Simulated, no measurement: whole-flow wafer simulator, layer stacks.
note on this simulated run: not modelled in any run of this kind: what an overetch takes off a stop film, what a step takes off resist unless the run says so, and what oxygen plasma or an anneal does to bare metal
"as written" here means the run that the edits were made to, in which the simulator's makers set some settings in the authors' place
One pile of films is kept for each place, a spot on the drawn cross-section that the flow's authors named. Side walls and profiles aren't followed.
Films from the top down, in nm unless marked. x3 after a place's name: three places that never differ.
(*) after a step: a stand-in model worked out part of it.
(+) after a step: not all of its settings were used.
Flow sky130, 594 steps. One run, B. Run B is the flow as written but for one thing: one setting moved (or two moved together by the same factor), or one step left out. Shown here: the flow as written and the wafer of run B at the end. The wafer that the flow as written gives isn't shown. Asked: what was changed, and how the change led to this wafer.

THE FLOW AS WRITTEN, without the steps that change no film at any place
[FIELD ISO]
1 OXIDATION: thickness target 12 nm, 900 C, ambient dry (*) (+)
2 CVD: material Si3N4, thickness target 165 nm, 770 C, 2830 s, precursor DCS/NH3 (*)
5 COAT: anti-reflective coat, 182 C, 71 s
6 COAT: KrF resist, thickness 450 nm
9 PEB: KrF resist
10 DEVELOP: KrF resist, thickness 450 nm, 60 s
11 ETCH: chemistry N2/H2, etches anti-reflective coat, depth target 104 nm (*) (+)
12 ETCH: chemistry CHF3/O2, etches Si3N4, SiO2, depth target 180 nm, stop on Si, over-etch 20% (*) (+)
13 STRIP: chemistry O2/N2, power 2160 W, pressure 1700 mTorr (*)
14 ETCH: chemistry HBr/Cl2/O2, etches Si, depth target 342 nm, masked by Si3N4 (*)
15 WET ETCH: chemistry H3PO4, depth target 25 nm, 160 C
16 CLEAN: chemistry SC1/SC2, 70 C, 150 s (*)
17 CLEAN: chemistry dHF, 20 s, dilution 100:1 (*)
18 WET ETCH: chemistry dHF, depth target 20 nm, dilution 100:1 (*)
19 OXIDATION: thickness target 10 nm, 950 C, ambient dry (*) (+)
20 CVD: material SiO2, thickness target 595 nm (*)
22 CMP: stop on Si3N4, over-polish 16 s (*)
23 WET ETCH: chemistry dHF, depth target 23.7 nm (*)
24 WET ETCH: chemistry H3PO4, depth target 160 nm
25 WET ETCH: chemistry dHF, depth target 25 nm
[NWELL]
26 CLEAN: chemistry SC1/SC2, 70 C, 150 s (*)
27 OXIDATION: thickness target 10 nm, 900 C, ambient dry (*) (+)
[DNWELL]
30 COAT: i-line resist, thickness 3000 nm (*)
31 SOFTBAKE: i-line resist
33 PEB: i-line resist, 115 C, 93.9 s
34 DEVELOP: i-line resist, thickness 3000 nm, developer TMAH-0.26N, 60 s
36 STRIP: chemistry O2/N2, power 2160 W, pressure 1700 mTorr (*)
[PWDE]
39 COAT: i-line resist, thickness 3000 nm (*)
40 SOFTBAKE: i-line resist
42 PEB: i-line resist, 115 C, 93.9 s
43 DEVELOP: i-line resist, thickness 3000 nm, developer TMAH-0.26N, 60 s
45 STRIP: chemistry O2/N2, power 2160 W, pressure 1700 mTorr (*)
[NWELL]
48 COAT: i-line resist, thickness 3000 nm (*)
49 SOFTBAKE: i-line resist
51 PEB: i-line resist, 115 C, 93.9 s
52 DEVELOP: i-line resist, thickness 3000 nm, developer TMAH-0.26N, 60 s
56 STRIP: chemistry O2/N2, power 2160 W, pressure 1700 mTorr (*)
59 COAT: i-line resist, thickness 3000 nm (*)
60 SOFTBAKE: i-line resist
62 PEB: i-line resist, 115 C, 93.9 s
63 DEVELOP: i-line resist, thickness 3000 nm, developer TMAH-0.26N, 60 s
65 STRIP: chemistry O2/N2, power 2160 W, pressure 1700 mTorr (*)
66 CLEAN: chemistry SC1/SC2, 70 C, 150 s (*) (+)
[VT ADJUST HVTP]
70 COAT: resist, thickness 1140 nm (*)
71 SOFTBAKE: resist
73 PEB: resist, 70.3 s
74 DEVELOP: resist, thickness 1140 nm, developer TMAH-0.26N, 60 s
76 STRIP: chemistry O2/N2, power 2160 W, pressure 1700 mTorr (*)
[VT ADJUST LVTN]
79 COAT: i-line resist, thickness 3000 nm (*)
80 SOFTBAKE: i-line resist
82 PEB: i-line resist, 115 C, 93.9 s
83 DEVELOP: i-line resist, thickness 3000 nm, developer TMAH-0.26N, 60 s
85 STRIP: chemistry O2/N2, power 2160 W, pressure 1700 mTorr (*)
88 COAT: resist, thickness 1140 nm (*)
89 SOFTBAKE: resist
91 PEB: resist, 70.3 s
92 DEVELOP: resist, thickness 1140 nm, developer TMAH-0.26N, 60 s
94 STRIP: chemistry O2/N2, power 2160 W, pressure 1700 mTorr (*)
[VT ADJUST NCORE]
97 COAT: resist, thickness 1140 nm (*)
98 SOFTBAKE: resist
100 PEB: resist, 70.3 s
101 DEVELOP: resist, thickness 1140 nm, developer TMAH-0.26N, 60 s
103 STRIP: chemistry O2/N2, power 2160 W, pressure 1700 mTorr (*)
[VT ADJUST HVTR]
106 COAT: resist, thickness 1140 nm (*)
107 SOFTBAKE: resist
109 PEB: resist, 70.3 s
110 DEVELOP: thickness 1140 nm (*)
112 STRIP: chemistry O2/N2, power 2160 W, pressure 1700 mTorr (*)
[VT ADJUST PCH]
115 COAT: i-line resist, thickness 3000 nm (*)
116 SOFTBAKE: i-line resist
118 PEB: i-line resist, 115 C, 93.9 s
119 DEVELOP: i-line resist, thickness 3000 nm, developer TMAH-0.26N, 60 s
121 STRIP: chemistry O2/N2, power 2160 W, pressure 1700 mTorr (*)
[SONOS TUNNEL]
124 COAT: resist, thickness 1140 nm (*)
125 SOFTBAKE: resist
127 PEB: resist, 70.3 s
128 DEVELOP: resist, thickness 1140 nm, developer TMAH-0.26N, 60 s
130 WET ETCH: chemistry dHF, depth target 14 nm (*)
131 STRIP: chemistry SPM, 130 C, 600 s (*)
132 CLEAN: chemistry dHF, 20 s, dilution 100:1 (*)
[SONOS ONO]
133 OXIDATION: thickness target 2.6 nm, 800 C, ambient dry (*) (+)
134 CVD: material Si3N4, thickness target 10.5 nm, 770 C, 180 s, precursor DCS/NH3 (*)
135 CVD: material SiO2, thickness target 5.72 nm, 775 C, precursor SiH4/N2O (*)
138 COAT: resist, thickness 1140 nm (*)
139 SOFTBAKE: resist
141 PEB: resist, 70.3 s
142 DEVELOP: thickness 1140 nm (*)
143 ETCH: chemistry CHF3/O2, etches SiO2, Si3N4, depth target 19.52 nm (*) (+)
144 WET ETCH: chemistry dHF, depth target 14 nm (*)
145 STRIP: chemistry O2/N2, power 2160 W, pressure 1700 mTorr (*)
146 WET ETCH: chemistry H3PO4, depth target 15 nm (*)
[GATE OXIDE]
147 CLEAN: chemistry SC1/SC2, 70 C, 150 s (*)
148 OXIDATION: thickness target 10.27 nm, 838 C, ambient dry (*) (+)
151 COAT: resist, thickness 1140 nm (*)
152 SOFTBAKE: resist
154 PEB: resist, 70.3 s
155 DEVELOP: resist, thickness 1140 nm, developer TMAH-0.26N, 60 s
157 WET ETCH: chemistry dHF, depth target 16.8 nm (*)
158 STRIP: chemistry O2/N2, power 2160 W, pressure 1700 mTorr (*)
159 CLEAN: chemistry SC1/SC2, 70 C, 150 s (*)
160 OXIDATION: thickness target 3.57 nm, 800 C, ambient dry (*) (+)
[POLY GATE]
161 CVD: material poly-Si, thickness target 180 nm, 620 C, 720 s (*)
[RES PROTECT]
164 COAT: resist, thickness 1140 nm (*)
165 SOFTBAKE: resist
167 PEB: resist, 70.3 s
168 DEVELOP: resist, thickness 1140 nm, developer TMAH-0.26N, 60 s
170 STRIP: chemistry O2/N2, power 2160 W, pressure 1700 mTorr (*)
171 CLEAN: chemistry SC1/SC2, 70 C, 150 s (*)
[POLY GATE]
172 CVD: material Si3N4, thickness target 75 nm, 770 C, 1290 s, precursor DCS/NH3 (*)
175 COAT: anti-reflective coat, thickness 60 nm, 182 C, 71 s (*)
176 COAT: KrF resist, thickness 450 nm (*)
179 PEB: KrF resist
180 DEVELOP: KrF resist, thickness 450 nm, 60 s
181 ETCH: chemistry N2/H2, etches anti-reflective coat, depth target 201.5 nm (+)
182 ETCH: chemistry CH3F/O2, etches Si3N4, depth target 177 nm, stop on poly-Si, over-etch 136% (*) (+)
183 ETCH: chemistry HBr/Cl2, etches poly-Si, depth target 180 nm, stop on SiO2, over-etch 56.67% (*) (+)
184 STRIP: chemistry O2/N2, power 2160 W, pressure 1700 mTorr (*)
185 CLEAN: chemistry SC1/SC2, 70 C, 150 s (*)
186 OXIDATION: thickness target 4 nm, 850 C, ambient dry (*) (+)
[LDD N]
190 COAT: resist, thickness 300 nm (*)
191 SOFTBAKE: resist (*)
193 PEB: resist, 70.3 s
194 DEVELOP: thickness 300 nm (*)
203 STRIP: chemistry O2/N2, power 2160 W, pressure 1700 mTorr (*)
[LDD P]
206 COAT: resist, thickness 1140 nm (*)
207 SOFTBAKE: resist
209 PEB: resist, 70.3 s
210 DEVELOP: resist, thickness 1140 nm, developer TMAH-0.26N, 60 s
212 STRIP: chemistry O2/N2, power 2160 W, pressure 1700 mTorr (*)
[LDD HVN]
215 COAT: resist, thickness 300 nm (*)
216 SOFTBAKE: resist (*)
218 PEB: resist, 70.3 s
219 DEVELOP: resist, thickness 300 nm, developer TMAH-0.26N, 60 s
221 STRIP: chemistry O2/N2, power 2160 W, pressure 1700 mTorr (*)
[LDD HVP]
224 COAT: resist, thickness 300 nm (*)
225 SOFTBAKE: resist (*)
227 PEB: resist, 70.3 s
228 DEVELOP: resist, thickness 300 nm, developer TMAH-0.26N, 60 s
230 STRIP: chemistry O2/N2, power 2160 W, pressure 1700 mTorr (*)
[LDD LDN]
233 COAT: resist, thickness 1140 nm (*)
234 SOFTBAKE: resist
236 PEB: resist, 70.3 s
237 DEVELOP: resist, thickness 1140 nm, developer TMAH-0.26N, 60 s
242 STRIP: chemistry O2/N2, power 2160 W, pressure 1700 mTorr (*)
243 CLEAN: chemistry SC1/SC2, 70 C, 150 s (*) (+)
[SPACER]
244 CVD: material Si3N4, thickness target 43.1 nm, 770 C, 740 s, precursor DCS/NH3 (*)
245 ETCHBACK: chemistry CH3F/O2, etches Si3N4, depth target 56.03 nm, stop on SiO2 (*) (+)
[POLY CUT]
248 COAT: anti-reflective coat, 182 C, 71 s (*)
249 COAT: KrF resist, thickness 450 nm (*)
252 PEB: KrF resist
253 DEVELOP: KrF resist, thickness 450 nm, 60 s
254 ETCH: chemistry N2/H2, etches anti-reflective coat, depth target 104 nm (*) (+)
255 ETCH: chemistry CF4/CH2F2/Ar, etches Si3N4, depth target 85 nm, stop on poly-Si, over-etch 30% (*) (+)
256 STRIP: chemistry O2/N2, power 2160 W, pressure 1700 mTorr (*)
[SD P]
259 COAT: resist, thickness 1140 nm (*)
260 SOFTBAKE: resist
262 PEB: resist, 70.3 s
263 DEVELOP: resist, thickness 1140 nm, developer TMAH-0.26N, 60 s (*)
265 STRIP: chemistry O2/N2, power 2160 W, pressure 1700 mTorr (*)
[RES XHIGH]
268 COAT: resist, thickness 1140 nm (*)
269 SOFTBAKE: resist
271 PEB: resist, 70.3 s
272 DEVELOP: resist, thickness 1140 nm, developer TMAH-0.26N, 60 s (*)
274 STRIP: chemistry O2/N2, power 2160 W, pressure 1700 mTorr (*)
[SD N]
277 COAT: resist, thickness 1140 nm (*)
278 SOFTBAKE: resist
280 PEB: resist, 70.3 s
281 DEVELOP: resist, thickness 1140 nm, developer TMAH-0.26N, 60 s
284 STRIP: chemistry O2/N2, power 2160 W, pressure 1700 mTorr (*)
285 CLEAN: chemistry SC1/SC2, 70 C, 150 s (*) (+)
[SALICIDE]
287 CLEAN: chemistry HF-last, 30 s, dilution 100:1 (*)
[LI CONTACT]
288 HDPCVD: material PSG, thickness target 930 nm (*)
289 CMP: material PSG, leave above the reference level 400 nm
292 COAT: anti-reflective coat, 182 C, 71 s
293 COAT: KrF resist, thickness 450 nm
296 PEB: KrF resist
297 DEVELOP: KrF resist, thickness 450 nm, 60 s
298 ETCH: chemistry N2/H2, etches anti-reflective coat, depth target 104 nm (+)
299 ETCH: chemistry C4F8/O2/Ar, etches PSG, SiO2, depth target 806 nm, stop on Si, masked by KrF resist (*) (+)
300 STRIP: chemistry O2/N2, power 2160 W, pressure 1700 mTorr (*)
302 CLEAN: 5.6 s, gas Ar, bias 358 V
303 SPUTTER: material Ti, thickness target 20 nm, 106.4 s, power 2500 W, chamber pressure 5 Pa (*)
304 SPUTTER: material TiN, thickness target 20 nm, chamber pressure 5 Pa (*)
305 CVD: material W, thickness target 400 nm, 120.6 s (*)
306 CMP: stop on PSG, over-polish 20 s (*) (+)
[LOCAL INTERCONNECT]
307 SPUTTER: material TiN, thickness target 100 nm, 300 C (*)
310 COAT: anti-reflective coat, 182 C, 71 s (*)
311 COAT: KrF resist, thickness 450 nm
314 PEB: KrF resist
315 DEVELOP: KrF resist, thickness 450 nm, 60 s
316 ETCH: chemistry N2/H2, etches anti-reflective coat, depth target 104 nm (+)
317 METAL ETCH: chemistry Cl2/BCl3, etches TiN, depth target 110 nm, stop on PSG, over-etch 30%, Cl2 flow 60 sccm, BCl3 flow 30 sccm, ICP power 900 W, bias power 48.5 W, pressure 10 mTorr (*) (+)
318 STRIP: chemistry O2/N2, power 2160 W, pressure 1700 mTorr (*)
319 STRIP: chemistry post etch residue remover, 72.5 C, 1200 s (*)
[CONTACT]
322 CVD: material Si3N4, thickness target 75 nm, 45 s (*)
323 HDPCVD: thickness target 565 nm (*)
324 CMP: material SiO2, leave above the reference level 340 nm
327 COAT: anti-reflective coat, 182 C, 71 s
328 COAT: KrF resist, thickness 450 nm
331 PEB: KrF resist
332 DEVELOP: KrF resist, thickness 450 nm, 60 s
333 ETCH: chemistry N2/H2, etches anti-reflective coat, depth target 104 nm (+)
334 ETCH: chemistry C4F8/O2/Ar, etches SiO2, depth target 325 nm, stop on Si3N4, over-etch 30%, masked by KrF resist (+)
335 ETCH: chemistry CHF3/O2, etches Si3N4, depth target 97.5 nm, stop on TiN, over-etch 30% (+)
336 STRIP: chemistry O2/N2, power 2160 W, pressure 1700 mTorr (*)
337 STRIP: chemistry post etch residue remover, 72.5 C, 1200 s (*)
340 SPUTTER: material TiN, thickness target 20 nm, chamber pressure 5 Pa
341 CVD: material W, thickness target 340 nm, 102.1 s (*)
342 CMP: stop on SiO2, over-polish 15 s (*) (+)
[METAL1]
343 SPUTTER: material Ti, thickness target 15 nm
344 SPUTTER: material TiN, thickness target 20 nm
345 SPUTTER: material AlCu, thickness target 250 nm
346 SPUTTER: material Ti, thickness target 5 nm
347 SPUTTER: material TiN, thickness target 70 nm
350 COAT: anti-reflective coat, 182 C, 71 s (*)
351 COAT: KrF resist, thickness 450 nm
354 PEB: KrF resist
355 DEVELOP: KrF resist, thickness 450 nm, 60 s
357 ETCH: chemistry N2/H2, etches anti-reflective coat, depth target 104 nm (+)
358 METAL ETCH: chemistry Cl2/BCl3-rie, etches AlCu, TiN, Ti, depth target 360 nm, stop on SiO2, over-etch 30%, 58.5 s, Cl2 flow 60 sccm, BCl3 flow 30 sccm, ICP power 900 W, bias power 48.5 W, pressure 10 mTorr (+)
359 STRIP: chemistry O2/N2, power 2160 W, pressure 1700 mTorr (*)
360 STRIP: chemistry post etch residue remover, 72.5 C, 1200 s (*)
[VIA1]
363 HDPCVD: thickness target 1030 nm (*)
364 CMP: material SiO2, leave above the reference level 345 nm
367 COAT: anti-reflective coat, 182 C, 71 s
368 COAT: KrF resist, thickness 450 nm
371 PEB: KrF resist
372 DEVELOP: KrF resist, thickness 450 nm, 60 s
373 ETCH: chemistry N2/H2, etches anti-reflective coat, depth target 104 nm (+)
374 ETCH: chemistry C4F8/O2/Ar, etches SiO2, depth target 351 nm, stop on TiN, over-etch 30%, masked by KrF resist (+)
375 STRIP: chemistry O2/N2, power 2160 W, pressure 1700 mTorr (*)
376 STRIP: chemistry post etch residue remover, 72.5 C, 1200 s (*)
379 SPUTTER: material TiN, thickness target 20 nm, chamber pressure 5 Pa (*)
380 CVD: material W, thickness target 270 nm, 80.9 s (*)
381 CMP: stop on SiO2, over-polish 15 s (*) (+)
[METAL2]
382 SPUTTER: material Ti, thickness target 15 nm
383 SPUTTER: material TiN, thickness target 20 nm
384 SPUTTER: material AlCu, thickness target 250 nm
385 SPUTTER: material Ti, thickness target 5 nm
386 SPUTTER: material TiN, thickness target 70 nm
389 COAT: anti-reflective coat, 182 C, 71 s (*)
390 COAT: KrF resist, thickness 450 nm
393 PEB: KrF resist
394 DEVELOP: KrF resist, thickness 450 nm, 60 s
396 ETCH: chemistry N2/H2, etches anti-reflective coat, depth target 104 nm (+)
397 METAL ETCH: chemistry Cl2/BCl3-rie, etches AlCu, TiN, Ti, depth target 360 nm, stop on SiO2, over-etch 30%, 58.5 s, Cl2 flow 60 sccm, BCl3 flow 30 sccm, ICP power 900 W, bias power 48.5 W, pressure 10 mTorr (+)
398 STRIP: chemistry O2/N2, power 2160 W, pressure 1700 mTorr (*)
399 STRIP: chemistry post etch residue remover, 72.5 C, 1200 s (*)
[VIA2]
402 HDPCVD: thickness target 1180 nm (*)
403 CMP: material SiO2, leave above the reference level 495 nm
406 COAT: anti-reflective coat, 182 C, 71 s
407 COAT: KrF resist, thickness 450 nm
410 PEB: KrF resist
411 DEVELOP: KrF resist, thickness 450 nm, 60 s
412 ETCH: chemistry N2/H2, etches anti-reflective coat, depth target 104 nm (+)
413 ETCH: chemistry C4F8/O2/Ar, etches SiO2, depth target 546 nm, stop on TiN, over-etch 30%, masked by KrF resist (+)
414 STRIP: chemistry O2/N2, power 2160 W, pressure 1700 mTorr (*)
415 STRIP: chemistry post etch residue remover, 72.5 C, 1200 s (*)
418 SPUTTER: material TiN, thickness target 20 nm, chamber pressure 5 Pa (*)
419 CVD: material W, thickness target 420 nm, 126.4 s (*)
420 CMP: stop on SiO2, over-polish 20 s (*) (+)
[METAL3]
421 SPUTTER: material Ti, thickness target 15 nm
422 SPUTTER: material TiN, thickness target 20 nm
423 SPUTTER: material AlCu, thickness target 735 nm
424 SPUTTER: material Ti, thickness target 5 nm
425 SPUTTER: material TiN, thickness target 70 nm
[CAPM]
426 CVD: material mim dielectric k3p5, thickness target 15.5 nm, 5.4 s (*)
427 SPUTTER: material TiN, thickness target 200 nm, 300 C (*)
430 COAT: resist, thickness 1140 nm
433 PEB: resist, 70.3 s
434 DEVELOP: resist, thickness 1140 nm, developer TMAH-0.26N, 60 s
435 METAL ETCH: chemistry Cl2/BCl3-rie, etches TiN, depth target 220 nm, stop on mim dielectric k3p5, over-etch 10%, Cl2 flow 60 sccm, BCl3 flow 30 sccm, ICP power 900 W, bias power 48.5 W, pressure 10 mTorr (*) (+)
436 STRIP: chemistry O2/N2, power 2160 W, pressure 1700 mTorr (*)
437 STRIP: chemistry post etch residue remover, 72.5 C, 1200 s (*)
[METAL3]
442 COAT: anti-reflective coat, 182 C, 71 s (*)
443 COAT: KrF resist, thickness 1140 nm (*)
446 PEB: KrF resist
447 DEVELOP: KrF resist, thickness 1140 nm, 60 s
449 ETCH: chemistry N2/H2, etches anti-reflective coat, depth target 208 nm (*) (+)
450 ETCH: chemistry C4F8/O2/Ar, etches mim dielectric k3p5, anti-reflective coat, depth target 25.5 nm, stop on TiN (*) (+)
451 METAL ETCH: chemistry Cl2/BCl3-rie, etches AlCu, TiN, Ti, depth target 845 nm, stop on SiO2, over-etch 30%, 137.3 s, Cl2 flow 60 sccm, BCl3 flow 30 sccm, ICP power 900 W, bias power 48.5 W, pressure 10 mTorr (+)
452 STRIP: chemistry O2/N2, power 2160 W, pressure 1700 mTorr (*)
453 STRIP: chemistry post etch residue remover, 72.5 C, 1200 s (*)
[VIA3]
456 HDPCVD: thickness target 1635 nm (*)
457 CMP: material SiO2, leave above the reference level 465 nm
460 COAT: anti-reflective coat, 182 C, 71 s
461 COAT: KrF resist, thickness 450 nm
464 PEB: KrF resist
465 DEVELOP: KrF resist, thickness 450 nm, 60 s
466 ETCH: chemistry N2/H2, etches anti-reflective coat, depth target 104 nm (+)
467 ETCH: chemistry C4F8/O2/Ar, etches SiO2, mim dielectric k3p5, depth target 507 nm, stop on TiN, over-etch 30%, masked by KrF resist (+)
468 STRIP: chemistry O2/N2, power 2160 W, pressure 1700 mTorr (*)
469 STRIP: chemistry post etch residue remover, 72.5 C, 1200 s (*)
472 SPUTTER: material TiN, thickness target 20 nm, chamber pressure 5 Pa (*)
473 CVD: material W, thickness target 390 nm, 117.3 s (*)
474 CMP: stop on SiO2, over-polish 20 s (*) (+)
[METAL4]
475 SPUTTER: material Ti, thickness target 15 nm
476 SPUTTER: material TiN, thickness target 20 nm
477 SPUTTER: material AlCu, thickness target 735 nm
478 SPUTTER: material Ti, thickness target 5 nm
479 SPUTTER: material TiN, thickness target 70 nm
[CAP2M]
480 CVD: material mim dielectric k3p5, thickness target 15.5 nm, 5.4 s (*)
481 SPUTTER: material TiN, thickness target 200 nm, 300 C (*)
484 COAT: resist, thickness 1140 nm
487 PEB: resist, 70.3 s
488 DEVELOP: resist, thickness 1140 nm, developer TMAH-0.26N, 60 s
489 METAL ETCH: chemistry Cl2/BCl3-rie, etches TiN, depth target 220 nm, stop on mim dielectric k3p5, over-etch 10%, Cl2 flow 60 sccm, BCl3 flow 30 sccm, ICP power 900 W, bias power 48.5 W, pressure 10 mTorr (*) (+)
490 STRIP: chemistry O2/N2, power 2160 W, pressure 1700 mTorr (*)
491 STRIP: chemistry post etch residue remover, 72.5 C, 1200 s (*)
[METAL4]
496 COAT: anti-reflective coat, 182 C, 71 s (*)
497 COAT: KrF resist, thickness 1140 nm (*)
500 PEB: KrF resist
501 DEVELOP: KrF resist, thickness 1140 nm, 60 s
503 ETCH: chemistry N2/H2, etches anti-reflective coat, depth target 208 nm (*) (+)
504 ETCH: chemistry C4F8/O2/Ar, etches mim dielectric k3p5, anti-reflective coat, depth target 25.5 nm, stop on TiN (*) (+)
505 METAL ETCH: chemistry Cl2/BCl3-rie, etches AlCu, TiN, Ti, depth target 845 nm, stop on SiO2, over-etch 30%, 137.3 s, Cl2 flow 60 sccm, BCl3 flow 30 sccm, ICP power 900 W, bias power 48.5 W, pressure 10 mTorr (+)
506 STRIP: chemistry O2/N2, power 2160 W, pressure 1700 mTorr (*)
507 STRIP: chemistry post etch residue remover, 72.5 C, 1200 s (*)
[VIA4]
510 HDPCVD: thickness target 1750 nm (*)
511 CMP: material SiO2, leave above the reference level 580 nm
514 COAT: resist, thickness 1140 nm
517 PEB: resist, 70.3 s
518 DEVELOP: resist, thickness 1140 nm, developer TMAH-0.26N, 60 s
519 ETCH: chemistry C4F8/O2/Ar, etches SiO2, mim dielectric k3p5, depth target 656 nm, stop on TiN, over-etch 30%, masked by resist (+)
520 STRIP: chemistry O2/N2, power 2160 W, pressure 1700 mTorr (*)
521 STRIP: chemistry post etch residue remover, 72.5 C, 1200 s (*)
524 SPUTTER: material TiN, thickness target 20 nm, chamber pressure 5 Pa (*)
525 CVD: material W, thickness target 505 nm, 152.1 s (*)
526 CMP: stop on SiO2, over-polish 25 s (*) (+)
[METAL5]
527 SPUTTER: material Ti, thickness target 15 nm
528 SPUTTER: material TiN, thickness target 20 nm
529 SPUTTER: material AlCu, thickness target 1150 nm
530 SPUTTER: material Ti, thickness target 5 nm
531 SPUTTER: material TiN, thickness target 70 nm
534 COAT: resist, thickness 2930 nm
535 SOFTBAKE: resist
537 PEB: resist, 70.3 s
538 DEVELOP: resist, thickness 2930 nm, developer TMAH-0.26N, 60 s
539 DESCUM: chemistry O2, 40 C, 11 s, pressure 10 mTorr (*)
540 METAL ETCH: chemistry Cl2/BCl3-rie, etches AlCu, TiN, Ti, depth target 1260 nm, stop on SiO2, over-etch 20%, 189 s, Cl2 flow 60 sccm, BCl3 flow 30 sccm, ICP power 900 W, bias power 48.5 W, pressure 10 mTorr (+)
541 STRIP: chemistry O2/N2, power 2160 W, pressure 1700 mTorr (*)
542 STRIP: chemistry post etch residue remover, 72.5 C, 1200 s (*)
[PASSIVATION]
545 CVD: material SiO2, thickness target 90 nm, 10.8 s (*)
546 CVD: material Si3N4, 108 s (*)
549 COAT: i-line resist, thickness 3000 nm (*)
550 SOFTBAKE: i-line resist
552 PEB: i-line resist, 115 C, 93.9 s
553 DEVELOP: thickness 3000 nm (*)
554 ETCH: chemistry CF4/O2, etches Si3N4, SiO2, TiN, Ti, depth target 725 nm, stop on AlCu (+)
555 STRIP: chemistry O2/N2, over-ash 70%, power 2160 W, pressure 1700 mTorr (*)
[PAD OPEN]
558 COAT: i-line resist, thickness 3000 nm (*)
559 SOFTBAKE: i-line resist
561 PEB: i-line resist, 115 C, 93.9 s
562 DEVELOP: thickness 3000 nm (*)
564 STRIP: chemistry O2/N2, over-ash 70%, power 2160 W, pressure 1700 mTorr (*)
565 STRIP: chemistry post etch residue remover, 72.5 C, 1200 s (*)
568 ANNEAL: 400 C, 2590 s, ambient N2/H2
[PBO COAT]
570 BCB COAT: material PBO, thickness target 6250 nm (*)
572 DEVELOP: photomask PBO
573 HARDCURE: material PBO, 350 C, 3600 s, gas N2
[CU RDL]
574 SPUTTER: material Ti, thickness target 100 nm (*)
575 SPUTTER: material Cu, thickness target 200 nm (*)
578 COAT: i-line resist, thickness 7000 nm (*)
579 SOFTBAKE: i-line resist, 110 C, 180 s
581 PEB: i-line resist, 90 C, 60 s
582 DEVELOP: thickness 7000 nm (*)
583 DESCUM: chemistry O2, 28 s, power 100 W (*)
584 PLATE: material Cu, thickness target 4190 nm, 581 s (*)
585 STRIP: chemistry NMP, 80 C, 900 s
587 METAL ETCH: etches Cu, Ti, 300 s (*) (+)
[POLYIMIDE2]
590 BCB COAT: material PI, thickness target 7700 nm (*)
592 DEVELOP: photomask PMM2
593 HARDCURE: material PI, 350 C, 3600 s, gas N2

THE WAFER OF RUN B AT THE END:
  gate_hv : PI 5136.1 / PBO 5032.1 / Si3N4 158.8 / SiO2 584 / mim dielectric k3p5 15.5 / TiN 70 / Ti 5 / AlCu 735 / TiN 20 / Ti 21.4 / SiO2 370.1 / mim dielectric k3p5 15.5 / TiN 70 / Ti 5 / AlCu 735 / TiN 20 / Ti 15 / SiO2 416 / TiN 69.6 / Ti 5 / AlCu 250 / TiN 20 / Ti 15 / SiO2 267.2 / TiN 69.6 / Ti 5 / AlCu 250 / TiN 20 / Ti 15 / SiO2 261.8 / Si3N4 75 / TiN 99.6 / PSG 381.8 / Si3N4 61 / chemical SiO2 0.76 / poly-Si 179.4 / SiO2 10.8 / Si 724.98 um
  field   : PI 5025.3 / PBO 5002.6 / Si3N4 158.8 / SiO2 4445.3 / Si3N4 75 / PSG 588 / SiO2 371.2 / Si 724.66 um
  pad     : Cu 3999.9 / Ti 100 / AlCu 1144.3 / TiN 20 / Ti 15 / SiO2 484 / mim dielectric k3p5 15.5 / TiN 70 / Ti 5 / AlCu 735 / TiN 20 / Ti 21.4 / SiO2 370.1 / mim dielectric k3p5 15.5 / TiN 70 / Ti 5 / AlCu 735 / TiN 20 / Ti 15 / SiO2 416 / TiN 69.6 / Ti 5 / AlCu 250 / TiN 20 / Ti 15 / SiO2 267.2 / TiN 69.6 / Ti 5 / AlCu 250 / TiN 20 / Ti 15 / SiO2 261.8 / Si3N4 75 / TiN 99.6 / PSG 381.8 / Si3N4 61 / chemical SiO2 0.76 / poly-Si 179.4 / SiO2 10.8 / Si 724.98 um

The cause: step 475, SPUTTER: thickness target 21.4 nm was run, where the flow has thickness target 15 nm.
It can be read off the wafer: gate_hv has Ti 21.4, and step 475 as written asks for 15 nm.

How the change led to this, step by step:
  475 SPUTTER: material Ti, thickness target 15 nm
      field, active, n_well and 189 more: Ti +21.4 (new film) (as written it would be: Ti +15 (new film))
  505 METAL ETCH: chemistry Cl2/BCl3-rie, etches AlCu, TiN, Ti, depth target 845 nm, stop on SiO2, over-etch 30%, 137.3 s, Cl2 flow 60 sccm, BCl3 flow 30 sccm, ICP power 900 W, bias power 48.5 W, pressure 10 mTorr (+)
      field, gate, spacer and 68 more: TiN -70 (all of it), Ti -5 (all of it), AlCu -735 (all of it), TiN -20 (all of it), Ti -21.4 (all of it), SiO2 -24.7 (as written it would be: TiN -70 (all of it), Ti -5 (all of it), AlCu -735 (all of it), TiN -20 (all of it), Ti -15 (all of it), SiO2 -25.4)
      active, vpp_iso1, mim_edge_plate and 14 more: TiN -70 (all of it), Ti -5 (all of it), AlCu -735 (all of it), TiN -20 (all of it), Ti -21.4 (all of it), SiO2 -24.7 (as written it would be: TiN -70 (all of it), Ti -5 (all of it), AlCu -735 (all of it), TiN -20 (all of it), Ti -15 (all of it), SiO2 -25.3)
